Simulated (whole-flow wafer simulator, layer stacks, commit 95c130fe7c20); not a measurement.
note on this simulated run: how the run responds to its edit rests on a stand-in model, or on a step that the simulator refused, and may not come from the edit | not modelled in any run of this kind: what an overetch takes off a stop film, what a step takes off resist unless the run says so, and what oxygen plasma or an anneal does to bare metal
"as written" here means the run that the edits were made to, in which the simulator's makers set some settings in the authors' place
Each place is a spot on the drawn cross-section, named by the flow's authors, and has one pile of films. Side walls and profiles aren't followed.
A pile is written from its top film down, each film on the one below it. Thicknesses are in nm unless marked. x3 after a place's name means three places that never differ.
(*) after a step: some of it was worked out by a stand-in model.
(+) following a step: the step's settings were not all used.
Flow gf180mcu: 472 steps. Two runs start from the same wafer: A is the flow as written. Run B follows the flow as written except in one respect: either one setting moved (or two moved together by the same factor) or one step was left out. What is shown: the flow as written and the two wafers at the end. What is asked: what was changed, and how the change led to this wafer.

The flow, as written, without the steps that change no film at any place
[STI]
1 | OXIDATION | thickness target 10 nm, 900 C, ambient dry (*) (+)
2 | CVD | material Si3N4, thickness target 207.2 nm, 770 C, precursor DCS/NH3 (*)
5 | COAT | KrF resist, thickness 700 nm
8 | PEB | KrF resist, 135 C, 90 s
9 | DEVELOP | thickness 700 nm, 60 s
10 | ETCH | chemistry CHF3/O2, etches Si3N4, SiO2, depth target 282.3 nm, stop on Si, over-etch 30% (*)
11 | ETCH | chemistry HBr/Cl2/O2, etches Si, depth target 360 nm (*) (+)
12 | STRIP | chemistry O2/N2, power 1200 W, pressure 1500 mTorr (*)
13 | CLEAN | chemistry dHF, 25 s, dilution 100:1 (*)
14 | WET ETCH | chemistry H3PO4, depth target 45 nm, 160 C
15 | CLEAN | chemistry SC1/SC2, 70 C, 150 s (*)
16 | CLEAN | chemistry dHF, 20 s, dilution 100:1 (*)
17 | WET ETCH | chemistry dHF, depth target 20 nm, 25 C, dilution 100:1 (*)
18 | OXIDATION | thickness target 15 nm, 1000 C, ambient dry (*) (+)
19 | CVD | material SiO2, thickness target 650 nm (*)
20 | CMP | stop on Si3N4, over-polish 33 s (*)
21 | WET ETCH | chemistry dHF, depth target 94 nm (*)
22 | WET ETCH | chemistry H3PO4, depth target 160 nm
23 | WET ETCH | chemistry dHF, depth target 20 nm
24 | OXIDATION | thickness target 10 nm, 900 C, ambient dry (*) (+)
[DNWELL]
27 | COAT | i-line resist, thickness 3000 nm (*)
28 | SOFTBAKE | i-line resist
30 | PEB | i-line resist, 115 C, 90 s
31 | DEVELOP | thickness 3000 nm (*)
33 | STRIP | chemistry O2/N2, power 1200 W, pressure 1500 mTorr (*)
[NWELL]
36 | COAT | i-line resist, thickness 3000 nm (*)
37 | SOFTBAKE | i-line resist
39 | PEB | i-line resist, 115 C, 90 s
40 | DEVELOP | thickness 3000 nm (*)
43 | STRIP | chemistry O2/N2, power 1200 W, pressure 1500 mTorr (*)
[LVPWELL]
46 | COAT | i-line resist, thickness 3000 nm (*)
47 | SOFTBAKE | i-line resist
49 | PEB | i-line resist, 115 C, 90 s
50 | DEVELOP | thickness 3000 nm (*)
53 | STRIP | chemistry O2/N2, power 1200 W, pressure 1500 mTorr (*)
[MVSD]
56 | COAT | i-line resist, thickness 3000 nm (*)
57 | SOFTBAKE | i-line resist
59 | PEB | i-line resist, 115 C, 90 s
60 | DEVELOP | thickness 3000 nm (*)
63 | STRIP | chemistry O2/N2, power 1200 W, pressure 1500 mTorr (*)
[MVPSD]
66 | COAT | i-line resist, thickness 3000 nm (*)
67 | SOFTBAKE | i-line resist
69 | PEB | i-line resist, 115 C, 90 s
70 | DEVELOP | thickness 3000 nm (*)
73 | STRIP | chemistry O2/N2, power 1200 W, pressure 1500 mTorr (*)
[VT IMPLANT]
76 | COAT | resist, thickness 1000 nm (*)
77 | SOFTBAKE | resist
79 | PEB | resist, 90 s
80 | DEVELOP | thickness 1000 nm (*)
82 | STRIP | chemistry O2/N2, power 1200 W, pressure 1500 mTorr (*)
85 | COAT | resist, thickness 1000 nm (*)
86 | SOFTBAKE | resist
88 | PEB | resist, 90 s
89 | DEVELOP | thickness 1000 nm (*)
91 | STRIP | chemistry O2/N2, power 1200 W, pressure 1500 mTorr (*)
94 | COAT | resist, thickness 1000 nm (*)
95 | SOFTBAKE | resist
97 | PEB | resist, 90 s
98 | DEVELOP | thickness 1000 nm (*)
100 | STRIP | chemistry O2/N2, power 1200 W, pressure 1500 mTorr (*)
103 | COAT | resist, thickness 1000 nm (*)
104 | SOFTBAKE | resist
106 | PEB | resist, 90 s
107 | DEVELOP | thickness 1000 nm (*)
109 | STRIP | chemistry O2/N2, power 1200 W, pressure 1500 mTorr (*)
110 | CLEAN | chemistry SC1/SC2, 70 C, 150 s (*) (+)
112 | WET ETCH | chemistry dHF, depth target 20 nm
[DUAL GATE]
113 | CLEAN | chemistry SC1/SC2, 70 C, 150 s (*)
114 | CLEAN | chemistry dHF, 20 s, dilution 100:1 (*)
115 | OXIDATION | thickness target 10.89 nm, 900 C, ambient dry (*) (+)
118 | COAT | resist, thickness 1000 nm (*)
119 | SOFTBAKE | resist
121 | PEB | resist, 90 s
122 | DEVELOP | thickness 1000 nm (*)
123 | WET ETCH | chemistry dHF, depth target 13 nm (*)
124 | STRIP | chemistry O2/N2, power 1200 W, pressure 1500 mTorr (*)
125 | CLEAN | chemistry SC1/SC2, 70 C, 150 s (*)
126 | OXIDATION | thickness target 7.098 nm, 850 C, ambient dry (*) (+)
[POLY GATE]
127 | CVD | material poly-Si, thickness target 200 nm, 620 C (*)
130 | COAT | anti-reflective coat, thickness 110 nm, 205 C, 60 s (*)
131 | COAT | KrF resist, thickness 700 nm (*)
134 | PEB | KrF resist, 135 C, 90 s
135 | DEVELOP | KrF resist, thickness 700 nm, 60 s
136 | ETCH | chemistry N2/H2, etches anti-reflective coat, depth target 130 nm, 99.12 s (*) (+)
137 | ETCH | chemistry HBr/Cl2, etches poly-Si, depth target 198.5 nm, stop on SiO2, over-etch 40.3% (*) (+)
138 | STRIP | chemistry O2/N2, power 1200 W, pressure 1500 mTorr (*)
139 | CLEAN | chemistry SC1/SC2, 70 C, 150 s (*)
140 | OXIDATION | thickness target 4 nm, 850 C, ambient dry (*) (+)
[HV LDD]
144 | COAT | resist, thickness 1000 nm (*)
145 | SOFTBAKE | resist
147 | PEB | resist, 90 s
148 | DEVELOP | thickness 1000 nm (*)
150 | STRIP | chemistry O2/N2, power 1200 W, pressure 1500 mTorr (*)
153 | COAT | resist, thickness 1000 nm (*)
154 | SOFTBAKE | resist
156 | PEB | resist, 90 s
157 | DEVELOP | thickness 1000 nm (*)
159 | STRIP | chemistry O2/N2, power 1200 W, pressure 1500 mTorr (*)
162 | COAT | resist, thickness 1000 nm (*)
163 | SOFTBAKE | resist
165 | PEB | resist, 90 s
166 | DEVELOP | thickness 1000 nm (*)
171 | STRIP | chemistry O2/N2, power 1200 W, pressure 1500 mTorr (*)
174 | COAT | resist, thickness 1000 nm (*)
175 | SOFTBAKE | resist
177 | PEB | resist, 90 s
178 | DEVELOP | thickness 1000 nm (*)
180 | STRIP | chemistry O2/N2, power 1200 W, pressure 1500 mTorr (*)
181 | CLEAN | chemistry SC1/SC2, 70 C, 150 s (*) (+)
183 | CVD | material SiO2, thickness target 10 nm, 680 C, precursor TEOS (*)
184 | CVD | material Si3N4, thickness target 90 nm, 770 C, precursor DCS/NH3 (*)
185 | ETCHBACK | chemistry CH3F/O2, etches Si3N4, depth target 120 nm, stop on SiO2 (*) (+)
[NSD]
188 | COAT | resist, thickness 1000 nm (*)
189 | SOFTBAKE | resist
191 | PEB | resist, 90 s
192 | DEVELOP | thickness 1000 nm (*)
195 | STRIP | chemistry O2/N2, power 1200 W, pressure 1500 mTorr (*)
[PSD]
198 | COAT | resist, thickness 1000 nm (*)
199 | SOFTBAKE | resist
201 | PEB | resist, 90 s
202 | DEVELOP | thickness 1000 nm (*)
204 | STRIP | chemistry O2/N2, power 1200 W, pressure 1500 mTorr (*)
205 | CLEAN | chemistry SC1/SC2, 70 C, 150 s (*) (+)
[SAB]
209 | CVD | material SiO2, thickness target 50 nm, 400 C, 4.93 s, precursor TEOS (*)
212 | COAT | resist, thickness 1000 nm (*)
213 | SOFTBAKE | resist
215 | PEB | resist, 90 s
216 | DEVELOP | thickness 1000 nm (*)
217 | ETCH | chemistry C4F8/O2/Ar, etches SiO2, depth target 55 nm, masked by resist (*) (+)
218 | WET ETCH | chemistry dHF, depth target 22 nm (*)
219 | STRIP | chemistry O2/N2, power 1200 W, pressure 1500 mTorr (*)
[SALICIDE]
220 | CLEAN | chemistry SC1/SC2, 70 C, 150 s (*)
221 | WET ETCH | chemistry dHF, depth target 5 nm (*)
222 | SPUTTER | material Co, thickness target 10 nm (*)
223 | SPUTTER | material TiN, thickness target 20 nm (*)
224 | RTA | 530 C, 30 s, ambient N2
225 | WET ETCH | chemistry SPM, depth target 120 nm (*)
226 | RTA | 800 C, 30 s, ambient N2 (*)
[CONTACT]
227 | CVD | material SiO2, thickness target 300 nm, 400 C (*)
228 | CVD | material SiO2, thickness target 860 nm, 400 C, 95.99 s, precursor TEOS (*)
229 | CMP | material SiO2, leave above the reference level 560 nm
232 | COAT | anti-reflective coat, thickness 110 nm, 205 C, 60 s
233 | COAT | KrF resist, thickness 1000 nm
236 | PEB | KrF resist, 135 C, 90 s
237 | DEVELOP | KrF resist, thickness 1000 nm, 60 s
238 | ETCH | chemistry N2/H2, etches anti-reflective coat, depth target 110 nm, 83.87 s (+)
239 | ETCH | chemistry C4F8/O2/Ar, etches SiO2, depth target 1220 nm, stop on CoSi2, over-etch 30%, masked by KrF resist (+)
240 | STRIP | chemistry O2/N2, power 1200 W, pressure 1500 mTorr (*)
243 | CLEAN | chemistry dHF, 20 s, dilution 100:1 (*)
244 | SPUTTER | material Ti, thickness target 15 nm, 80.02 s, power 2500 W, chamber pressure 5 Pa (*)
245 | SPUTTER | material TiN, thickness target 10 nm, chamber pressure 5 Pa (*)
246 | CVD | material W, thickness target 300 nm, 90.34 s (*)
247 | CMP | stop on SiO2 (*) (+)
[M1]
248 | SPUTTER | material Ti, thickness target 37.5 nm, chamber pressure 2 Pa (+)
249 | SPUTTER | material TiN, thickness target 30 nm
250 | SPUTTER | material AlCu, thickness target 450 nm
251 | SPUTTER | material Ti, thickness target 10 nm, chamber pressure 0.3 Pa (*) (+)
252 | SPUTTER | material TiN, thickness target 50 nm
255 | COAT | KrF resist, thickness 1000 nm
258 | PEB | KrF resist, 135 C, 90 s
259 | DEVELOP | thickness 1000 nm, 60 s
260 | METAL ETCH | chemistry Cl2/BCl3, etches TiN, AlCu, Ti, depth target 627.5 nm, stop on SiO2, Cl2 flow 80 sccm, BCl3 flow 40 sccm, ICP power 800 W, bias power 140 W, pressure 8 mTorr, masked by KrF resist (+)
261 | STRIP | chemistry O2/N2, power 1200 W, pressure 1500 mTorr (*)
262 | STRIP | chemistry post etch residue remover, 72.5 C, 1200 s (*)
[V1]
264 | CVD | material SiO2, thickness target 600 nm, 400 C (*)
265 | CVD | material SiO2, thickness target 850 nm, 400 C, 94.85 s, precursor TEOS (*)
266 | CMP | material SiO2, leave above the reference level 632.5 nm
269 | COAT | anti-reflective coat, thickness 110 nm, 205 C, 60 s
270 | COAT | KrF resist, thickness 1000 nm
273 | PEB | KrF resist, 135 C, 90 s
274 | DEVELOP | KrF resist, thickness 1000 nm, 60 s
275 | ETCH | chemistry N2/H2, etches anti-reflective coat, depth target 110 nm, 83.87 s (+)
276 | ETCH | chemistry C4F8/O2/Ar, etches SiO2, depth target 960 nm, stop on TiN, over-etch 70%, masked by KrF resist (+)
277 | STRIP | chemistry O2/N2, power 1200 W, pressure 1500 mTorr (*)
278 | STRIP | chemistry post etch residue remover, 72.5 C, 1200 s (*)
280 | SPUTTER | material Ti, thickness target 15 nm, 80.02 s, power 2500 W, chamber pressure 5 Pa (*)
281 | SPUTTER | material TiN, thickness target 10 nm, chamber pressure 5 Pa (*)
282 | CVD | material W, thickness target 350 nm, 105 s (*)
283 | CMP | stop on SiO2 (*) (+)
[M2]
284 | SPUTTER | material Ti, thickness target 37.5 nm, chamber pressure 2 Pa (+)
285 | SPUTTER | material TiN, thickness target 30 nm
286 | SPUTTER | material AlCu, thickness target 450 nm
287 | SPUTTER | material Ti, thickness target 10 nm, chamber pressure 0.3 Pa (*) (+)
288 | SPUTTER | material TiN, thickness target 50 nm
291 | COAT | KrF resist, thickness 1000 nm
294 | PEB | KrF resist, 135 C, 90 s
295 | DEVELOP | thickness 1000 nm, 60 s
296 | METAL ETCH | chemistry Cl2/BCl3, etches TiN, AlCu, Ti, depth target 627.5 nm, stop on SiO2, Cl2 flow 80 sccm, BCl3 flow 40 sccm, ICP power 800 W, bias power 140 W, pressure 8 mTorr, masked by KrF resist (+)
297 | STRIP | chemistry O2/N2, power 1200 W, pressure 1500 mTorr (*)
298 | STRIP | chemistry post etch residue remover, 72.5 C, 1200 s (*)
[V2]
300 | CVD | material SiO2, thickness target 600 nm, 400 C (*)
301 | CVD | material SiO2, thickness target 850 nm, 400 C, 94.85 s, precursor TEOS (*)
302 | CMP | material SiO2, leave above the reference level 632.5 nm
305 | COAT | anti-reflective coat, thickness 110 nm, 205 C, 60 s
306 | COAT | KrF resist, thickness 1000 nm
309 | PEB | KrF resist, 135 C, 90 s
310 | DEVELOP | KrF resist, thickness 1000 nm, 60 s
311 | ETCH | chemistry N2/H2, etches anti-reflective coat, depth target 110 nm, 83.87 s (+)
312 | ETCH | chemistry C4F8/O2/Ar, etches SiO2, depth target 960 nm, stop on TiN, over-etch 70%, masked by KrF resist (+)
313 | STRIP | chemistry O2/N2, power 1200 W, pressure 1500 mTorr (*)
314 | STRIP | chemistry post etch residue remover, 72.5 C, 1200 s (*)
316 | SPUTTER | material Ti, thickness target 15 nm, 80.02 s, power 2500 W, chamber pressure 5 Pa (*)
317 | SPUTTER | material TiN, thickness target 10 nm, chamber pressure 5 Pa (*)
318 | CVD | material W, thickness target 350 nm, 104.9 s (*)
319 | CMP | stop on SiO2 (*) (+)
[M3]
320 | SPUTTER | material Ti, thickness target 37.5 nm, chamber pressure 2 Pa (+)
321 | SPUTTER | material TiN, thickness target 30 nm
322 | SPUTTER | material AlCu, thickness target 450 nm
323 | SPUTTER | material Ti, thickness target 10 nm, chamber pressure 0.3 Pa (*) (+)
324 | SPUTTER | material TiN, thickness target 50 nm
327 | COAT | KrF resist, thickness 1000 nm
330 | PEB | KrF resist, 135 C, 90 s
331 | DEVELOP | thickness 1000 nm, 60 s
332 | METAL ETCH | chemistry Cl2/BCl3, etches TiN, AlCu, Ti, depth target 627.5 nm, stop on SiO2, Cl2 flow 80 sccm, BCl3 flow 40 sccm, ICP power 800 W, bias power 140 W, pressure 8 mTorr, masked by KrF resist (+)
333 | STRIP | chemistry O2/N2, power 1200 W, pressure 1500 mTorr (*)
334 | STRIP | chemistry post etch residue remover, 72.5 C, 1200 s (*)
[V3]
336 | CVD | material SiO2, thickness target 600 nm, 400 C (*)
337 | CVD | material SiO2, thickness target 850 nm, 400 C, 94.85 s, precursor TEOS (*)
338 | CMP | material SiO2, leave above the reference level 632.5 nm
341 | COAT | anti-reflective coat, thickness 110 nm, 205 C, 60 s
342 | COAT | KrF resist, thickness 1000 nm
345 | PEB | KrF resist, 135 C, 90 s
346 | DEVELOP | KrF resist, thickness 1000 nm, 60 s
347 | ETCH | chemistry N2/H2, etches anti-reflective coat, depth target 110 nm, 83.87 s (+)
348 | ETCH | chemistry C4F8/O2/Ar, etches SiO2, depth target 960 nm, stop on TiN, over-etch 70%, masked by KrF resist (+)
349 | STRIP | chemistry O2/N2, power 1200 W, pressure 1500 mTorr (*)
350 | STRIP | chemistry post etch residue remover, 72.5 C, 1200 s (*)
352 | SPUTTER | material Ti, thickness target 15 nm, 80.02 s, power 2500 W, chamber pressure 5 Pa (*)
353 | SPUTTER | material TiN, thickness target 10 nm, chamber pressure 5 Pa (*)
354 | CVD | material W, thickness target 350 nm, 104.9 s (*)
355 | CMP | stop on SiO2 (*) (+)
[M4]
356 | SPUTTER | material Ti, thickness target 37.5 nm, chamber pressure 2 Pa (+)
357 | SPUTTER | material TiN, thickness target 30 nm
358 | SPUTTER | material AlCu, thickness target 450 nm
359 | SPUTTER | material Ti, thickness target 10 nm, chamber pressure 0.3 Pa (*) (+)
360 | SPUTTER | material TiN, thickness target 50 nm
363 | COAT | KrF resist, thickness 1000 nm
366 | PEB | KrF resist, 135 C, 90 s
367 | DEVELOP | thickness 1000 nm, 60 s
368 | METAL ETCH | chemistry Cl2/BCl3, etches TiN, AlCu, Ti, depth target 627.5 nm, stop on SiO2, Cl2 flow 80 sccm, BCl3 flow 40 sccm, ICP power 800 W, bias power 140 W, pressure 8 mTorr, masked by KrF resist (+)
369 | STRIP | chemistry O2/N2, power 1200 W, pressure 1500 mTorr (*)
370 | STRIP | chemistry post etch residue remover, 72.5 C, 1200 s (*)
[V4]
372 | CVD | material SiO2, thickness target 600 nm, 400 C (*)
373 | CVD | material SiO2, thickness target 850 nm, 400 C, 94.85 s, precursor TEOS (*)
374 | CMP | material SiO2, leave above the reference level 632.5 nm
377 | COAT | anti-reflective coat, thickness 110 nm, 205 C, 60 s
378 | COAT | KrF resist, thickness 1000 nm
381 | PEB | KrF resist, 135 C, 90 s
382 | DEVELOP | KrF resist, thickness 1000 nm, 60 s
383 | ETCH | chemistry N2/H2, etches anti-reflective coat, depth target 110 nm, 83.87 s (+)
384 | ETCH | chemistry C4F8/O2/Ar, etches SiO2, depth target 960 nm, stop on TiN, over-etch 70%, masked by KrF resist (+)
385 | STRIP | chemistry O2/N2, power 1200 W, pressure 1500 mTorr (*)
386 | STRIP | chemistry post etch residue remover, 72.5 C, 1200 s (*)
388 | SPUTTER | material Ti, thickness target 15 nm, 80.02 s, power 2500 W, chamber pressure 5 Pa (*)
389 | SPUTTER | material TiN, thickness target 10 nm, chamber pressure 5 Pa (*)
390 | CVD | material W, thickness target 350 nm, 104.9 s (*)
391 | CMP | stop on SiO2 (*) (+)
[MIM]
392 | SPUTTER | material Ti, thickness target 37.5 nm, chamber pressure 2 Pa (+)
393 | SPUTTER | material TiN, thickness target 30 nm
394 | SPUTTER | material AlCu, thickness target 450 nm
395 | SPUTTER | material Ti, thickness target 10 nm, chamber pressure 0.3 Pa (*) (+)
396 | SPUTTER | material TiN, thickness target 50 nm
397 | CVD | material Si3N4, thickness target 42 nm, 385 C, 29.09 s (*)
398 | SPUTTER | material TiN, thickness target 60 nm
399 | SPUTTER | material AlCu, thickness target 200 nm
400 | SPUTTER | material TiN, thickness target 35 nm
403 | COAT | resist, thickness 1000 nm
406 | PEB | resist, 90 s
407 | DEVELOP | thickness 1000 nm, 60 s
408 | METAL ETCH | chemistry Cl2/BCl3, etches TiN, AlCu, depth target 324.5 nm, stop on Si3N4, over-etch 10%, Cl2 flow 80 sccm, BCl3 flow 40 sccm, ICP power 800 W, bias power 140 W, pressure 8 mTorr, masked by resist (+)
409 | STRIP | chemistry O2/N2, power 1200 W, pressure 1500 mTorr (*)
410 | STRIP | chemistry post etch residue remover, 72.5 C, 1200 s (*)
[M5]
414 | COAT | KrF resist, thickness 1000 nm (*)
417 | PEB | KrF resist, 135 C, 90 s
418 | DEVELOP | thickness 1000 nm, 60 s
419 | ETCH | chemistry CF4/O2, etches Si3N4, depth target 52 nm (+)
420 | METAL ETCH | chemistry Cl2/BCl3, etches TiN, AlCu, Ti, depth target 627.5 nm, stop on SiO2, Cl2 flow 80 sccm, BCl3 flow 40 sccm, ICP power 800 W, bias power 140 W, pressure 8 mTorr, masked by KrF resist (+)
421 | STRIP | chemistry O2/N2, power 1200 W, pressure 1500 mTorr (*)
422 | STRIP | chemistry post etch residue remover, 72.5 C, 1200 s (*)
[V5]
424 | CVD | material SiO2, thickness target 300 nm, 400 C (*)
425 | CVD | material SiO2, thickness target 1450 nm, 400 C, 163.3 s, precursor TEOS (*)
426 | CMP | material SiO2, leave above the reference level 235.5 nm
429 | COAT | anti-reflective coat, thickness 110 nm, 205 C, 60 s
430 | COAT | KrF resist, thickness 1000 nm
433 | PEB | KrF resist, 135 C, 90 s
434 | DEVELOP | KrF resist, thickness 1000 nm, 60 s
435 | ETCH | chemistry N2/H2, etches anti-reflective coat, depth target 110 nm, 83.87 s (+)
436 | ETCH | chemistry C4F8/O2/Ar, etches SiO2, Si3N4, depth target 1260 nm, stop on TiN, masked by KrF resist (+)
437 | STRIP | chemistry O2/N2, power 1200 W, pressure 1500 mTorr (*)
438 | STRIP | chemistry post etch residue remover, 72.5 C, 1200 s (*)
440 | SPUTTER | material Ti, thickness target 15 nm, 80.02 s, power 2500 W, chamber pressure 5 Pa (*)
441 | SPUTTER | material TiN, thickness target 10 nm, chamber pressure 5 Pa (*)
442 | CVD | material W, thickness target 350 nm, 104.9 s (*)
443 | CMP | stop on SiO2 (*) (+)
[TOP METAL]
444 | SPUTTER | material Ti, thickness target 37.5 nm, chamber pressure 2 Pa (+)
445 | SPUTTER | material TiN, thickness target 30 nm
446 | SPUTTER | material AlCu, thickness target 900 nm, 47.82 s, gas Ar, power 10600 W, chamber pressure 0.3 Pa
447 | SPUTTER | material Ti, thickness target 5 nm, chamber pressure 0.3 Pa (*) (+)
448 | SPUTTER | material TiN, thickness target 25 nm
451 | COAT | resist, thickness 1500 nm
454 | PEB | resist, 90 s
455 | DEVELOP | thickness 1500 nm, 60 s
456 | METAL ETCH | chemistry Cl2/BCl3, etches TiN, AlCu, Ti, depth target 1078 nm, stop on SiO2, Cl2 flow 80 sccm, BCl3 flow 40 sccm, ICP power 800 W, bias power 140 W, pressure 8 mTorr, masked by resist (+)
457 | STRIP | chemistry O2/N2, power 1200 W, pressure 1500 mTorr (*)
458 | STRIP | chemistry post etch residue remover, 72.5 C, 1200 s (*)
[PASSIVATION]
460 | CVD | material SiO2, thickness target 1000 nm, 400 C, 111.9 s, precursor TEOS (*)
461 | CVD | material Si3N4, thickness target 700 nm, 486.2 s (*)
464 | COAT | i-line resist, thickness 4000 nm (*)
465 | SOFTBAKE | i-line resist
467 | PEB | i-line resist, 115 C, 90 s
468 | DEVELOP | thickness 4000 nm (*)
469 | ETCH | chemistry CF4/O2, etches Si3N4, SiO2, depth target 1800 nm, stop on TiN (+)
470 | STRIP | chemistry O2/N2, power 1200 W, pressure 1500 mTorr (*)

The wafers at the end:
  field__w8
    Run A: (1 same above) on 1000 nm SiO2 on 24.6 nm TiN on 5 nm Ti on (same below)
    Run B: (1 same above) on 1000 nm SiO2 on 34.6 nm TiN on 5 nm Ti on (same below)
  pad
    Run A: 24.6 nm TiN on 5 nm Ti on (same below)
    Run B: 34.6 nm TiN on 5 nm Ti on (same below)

Cause: step 448, SPUTTER: thickness target 35 nm was run, while the flow as written has thickness target 25 nm.

How this came from the change, step by step:
  448 | SPUTTER | material TiN, thickness target 25 nm
      field, field__w1, field__w2 and 109 more: A TiN gains 25 (new film) | B TiN gains 35 (new film)
  456 | METAL ETCH | chemistry Cl2/BCl3, etches TiN, AlCu, Ti, depth target 1078 nm, stop on SiO2, Cl2 flow 80 sccm, BCl3 flow 40 sccm, ICP power 800 W, bias power 140 W, pressure 8 mTorr, masked by resist (+)
      field, field__w1, field__w2 and 103 more: A TiN loses 25 (all of it), Ti loses 5 (all of it), AlCu loses 900 (all of it), TiN loses 30 (all of it), Ti loses 37.5 (all of it) | B TiN loses 35 (all of it), Ti loses 5 (all of it), AlCu loses 900 (all of it), TiN loses 30 (all of it), Ti loses 37.5 (all of it)
  465 | SOFTBAKE | i-line resist
      field__w11, field__w13: A i-line resist gains 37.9 | B i-line resist gains 31.7
      field: A i-line resist loses 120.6 | B i-line resist loses 110.1
      (also at 57 further places)
